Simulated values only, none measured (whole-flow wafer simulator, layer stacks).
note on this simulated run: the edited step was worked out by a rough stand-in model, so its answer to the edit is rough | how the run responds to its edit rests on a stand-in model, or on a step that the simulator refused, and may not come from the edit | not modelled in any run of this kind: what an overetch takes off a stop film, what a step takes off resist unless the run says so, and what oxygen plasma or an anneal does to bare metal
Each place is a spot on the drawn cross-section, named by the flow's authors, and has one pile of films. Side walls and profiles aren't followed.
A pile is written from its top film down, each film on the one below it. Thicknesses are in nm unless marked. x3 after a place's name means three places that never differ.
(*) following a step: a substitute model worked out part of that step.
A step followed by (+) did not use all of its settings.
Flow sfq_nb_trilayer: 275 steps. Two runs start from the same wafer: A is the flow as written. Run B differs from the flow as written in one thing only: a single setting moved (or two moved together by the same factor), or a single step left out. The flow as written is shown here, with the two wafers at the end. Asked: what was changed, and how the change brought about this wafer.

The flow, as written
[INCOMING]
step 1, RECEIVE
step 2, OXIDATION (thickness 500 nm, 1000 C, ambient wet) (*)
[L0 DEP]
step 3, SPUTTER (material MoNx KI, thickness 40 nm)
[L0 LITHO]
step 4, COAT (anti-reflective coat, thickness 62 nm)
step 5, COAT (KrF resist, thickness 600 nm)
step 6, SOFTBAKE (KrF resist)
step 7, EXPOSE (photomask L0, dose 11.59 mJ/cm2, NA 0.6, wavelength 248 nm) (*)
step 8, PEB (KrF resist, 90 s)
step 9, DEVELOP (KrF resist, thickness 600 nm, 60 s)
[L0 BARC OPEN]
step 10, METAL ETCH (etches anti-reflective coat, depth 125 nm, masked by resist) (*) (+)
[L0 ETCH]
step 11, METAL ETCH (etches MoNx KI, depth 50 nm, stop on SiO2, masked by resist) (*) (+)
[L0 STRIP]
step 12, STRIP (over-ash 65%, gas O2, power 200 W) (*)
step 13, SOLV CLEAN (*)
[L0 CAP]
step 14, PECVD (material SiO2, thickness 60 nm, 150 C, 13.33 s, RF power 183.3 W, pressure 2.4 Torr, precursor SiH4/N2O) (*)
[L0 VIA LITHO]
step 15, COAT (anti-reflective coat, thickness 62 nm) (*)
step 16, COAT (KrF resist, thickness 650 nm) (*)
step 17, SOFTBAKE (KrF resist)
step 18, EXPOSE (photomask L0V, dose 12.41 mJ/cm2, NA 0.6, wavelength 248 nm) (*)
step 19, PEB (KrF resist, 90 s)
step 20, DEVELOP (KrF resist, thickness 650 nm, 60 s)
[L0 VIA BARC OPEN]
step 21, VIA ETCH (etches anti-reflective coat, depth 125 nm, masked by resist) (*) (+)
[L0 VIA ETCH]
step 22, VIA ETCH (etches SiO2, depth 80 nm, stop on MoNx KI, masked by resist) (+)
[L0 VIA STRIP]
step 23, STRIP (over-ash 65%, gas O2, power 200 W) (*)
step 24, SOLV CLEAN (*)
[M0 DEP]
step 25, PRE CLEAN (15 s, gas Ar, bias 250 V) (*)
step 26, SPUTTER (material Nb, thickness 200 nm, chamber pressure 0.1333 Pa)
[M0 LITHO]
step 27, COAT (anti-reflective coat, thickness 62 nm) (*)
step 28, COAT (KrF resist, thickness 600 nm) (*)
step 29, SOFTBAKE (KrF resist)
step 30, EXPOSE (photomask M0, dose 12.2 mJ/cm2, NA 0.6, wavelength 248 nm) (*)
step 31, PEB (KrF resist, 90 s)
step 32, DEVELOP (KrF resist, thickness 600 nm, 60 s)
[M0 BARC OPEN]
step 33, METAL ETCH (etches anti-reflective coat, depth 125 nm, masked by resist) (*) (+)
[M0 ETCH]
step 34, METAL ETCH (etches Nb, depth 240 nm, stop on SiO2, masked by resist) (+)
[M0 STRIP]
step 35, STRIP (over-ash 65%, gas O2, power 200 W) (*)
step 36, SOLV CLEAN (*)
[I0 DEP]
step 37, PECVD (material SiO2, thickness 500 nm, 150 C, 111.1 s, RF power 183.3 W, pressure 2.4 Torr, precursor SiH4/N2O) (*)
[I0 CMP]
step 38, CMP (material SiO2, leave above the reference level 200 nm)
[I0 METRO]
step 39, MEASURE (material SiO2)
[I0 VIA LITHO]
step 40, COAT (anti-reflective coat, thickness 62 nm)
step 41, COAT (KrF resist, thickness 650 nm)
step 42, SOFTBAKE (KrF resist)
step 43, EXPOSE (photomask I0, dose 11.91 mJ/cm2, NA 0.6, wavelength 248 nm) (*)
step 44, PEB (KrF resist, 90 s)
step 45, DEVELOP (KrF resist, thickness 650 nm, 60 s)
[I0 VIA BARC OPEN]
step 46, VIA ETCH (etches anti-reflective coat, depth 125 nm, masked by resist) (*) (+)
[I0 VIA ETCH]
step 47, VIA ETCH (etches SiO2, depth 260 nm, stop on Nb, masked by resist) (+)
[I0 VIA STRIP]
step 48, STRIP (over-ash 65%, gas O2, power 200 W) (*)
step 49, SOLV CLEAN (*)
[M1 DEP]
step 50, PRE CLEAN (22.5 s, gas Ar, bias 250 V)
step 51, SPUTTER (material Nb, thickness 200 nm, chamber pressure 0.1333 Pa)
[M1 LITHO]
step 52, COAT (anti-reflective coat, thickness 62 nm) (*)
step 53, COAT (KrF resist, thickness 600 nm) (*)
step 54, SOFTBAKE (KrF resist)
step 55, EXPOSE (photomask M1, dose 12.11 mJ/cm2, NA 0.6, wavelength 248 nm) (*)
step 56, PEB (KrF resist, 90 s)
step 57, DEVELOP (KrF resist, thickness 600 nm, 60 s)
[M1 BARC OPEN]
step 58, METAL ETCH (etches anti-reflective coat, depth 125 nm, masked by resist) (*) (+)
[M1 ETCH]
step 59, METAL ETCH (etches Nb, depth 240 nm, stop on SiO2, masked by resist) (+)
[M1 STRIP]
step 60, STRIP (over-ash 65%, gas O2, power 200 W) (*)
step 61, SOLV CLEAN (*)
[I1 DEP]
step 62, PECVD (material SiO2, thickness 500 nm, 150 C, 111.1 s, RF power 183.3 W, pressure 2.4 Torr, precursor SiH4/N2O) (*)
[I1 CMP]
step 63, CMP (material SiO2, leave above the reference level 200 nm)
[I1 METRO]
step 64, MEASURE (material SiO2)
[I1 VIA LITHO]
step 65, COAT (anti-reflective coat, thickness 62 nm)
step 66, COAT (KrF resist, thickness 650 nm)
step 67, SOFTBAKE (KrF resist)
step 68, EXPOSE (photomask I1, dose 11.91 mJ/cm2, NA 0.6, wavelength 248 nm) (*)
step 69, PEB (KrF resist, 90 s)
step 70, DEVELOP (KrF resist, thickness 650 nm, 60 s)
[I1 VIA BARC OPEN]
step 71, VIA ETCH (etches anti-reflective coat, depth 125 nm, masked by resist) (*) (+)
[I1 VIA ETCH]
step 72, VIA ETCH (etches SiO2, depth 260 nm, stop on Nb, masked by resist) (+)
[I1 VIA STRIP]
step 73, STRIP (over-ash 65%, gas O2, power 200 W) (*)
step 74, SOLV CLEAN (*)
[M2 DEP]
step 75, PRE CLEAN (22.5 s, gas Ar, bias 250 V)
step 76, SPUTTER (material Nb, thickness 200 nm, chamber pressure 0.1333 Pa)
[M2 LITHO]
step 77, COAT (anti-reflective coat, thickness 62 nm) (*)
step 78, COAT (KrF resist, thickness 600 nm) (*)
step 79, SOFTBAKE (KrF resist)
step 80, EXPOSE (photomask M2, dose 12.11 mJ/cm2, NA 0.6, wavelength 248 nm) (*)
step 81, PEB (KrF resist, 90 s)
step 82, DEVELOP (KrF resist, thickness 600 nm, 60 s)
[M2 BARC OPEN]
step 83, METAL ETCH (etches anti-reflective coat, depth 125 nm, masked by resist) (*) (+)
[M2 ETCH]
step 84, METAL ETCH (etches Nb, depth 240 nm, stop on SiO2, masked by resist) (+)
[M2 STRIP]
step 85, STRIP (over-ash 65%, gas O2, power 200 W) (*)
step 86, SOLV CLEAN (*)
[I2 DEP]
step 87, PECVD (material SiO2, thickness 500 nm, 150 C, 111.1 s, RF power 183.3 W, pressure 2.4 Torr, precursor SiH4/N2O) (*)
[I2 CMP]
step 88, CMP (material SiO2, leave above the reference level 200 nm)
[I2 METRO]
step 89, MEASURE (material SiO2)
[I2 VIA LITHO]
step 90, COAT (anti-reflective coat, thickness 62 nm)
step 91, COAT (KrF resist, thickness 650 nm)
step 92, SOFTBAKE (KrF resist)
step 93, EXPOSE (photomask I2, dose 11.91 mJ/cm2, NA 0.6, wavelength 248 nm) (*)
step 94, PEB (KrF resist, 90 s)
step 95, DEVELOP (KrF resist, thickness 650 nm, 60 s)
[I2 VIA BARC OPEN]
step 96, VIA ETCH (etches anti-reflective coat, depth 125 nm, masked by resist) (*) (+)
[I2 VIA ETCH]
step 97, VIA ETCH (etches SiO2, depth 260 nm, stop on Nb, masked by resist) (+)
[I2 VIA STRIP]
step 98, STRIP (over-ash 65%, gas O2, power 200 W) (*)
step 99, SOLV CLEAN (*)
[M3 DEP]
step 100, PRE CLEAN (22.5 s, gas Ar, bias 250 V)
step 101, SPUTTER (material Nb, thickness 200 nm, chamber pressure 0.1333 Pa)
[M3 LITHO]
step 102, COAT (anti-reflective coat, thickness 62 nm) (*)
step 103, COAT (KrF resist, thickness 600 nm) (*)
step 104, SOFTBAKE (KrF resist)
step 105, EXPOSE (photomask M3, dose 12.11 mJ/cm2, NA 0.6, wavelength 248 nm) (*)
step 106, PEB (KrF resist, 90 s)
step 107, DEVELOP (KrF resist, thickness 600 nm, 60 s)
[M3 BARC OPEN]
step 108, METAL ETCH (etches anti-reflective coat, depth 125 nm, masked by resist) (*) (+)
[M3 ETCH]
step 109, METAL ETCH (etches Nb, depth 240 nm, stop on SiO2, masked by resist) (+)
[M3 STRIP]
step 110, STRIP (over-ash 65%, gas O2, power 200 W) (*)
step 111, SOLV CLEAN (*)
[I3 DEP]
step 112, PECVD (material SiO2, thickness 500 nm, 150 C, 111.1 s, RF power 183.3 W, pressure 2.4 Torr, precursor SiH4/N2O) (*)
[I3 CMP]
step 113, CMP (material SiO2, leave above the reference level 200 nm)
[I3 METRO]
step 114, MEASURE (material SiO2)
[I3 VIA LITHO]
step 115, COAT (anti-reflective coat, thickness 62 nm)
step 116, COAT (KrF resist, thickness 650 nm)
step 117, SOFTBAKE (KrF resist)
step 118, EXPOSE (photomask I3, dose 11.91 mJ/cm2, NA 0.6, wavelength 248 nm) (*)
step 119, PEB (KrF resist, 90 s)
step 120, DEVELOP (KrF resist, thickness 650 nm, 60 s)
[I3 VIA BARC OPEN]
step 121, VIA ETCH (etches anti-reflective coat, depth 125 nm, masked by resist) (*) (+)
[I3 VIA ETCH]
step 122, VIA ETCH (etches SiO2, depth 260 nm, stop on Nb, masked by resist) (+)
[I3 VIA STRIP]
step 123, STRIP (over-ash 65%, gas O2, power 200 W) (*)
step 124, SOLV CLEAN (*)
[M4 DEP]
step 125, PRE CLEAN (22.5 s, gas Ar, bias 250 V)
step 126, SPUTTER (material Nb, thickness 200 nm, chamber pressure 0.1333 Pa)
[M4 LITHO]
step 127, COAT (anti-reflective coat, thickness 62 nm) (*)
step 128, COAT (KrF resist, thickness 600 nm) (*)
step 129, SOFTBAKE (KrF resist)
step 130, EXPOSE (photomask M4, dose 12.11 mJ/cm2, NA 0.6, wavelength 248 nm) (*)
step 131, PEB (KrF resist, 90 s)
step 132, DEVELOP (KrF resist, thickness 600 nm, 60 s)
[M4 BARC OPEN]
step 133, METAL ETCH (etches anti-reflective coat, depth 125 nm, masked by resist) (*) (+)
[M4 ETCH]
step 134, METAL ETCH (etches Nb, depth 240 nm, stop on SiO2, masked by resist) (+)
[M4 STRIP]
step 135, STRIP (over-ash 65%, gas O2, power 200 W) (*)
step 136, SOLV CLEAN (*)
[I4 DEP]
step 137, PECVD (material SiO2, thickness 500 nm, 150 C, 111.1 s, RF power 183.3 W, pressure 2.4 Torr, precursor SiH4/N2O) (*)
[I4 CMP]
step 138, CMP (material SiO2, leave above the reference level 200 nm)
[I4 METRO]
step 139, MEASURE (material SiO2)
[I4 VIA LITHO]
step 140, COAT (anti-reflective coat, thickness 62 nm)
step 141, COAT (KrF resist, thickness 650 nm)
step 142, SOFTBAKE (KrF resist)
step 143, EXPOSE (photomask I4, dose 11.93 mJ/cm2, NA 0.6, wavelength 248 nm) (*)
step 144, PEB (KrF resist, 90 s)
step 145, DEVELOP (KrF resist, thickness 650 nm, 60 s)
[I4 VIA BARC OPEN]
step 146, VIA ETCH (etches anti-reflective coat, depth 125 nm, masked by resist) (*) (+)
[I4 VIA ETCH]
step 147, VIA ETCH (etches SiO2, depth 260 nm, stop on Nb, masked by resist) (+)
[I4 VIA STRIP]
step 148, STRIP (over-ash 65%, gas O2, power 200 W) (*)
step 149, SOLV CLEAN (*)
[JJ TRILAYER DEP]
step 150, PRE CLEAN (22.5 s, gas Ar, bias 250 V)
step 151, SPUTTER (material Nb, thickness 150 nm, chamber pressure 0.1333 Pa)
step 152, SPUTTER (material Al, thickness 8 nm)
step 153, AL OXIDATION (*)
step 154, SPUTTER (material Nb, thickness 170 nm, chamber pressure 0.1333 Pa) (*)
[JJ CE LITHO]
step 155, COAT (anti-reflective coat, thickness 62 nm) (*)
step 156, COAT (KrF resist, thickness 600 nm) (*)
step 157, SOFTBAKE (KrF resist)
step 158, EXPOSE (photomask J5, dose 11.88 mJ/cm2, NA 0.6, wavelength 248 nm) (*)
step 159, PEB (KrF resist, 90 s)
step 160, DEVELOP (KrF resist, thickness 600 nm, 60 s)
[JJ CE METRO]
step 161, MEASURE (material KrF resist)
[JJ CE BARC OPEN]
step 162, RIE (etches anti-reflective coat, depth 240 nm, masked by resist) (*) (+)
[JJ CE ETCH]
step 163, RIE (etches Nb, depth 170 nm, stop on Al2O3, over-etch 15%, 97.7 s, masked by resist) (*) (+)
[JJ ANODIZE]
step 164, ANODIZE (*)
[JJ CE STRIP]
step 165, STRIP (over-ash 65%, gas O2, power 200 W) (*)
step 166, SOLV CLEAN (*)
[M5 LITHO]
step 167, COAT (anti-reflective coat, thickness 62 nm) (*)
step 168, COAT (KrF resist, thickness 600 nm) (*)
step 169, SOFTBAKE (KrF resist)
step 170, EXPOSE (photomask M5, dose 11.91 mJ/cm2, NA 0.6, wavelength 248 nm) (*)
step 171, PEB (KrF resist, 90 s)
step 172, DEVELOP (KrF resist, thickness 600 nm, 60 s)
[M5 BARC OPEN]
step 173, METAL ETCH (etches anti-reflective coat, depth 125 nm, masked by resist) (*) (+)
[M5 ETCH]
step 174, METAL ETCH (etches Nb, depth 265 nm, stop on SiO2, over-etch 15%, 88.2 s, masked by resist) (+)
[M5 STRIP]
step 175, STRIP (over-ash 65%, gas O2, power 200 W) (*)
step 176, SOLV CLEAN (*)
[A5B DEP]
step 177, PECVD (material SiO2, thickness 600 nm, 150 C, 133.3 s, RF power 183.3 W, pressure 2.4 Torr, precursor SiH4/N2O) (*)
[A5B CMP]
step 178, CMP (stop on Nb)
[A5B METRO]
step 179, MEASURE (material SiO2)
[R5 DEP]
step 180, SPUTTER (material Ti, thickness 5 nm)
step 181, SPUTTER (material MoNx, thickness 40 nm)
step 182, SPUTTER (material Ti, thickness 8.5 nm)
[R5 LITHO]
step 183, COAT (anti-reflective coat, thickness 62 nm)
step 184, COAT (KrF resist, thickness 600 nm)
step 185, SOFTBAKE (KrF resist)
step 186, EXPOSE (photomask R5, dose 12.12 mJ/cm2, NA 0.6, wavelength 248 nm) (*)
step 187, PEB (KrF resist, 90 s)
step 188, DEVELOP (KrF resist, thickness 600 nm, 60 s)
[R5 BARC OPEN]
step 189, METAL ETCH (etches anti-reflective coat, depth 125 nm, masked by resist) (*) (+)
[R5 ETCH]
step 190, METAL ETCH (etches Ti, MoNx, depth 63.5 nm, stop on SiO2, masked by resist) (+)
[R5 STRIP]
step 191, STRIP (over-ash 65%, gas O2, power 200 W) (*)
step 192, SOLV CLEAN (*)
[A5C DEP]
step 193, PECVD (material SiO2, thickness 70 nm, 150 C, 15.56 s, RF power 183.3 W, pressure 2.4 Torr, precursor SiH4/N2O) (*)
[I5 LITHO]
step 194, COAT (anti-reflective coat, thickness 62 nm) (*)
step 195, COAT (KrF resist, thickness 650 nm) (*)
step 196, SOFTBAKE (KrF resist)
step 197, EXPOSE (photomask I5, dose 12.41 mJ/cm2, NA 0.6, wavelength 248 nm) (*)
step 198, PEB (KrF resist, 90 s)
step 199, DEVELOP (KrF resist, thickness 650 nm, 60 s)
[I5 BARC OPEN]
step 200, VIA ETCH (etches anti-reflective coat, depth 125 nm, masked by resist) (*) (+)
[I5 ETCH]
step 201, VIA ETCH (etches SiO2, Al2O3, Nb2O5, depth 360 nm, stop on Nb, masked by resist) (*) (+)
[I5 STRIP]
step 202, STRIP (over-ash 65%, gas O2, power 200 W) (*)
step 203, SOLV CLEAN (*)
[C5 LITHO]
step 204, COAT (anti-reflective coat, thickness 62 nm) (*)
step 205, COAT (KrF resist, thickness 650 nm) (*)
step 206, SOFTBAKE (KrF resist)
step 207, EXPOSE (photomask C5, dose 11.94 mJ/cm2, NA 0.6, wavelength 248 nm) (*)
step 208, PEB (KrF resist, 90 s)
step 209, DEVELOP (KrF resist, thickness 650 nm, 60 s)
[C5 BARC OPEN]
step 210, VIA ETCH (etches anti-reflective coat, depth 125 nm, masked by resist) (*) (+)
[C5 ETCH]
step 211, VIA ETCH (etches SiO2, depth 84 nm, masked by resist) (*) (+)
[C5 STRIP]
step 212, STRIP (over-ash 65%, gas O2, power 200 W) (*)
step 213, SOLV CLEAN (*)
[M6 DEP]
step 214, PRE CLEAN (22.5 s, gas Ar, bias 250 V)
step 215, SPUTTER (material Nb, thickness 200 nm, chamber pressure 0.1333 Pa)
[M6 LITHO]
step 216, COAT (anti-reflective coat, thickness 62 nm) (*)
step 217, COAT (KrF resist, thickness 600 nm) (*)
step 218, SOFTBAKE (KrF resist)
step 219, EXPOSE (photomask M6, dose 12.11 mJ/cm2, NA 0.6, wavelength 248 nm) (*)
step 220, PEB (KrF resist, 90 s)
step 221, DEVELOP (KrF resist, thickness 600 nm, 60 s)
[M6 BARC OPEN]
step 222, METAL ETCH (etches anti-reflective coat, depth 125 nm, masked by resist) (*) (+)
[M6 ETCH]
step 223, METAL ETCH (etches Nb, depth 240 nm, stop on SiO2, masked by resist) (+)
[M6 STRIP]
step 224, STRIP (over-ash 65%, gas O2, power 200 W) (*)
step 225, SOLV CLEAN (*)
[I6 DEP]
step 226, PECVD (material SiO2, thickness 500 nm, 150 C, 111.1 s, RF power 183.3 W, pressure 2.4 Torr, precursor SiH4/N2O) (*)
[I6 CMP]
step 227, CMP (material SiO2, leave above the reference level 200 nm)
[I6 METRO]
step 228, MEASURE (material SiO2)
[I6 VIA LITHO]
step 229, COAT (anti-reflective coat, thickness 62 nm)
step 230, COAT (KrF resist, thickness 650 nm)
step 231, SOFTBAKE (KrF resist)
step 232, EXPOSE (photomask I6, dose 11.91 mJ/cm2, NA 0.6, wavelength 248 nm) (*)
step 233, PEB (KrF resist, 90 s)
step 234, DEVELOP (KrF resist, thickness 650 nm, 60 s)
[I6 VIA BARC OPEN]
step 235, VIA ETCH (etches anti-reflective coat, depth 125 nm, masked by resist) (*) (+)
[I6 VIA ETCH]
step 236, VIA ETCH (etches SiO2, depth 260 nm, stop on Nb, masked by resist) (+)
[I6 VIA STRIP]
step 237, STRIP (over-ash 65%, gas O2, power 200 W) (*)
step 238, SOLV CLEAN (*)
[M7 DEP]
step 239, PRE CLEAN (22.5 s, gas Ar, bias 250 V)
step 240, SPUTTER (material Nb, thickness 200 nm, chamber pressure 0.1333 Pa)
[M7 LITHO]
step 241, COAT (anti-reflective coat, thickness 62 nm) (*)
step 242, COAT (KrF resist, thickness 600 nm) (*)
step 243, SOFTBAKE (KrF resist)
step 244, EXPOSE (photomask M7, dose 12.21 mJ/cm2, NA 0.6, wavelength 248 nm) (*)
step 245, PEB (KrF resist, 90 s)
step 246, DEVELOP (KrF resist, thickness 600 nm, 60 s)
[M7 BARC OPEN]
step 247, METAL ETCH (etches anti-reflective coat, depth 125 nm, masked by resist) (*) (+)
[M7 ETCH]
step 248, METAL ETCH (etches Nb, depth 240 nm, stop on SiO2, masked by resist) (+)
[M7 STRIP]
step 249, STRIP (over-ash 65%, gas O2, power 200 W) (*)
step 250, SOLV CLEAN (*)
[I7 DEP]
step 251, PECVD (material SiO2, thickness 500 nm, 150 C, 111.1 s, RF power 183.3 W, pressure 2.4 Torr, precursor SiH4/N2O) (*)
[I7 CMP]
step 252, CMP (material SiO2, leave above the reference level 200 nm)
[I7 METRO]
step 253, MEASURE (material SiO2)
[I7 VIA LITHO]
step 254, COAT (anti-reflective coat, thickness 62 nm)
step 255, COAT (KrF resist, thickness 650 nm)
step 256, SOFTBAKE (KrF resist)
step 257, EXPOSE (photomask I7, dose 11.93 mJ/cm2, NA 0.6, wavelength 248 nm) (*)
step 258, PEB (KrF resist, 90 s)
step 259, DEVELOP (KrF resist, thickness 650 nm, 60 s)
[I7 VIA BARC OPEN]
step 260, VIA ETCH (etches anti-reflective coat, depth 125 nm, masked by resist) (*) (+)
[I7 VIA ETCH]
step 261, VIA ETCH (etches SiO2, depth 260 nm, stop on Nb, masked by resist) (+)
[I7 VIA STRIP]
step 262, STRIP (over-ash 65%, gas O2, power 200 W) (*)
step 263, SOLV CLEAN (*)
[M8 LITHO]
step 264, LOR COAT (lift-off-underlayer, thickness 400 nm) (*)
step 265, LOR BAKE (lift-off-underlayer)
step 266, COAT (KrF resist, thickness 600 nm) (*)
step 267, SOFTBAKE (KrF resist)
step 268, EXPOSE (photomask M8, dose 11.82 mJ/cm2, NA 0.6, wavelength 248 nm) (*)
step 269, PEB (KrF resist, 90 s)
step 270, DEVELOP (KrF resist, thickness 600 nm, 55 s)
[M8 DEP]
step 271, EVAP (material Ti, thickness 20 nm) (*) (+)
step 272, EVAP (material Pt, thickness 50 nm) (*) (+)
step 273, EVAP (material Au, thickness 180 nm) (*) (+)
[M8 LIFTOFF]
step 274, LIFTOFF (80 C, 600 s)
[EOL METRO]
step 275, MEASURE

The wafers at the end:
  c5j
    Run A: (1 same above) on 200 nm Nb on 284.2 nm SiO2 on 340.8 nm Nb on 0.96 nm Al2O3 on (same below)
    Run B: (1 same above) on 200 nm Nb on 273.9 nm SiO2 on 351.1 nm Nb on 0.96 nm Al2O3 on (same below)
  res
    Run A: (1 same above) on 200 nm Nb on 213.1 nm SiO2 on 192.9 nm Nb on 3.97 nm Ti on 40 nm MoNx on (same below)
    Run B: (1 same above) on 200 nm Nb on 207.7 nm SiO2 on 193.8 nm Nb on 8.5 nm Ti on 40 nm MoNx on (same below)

Cause: step 211, VIA ETCH: depth 62.2 nm was run, whereas the flow has depth 84 nm.

The path from the change to this, step by step:
  step 211, VIA ETCH (etches SiO2, depth 84 nm, masked by resist) (*) (+)
      c5j: A SiO2 loses 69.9 (all of it), Nb loses 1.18 | B SiO2 loses 62.2
      res: A SiO2 loses 69.9 (all of it) | B SiO2 loses 62.2
      (also at 104 further places)
  step 214, PRE CLEAN (22.5 s, gas Ar, bias 250 V)
      c5j: A Nb loses 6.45 | B SiO2 loses 7.69 (all of it)
      res: A Ti loses 4.53 | B SiO2 loses 7.66 (all of it)
  step 216, COAT (anti-reflective coat, thickness 62 nm) (*)
      ce_l: A anti-reflective coat gains 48 (new film) | B anti-reflective coat gains 50 (new film)
      c5j: A anti-reflective coat gains 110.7 (new film) | B anti-reflective coat gains 105.3 (new film)
      (also at 2 further places)
  step 224, STRIP (over-ash 65%, gas O2, power 200 W) (*)
      ce_l: A KrF resist loses 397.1 (all of it), anti-reflective coat loses 48 (all of it) | B KrF resist loses 395.9 (all of it), anti-reflective coat loses 50 (all of it)
      c5j: A KrF resist loses 418.3 (all of it), anti-reflective coat loses 110.7 (all of it) | B KrF resist loses 414.4 (all of it), anti-reflective coat loses 105.3 (all of it)
      (also at 2 further places)
  step 226, PECVD (material SiO2, thickness 500 nm, 150 C, 111.1 s, RF power 183.3 W, pressure 2.4 Torr, precursor SiH4/N2O) (*)
      c5j: A SiO2 gains 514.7 (new film) | B SiO2 gains 504.4 (new film)
